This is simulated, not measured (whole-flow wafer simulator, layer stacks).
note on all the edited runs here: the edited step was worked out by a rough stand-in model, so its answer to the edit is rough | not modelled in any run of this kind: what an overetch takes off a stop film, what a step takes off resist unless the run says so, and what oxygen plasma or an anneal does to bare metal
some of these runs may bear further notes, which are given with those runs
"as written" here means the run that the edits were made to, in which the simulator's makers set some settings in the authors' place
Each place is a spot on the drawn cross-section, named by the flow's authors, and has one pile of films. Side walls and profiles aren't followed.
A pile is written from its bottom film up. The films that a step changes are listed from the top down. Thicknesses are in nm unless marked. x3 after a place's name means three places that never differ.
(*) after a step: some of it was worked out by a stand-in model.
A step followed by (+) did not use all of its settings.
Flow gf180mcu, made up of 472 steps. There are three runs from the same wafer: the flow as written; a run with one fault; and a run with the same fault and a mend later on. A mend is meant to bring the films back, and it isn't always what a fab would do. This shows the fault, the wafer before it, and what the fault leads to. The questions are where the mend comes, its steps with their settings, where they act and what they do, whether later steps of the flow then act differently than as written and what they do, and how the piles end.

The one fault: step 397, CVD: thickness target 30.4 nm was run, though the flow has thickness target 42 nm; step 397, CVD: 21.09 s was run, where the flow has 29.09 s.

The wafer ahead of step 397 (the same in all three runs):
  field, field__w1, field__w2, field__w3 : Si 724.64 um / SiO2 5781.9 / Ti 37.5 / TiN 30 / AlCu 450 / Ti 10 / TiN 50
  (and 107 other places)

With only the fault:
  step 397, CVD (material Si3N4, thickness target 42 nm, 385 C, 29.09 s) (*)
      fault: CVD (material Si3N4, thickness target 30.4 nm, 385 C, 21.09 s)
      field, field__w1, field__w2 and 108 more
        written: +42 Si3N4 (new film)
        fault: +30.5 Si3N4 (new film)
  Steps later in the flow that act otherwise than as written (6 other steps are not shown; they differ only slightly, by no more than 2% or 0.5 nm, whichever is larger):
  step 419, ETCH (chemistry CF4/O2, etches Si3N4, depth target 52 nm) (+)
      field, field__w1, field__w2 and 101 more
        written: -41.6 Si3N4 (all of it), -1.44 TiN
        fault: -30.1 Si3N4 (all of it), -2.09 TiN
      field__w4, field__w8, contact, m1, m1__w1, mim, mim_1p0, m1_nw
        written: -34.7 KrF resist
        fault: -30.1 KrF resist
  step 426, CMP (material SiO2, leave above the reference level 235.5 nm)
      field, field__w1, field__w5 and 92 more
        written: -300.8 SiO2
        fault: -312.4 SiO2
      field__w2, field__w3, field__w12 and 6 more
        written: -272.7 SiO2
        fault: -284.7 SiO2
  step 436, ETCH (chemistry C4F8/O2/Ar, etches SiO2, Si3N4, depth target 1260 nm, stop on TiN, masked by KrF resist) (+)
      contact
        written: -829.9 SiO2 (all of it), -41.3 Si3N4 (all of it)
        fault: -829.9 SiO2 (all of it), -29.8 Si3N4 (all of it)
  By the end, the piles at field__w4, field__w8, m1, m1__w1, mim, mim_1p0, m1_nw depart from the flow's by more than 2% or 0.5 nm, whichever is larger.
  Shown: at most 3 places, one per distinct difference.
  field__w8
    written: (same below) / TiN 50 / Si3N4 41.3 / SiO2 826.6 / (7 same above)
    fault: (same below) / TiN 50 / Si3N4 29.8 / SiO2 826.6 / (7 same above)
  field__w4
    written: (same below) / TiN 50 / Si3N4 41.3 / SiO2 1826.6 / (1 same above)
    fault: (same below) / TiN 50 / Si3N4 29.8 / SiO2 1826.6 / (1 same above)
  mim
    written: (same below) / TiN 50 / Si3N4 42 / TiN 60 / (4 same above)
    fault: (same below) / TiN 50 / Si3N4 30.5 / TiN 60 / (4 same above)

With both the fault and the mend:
  The mend stands after step 397.
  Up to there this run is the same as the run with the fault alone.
  step 397a, CVD (material Si3N4, thickness target 11.6 nm, 385 C, 8.033 s) (the flow's step 397 again, with other settings)
      field, field__w1, field__w2 and 108 more
        +11.6 Si3N4
  Later steps of the flow that are run all act as written at every place that is followed, up to a difference of at most 2% or 0.5 nm, whichever is larger.
  When the end is reached, the piles differ only a little from the flow's at the places that both follow, at most by 2% or 0.5 nm, whichever is larger.
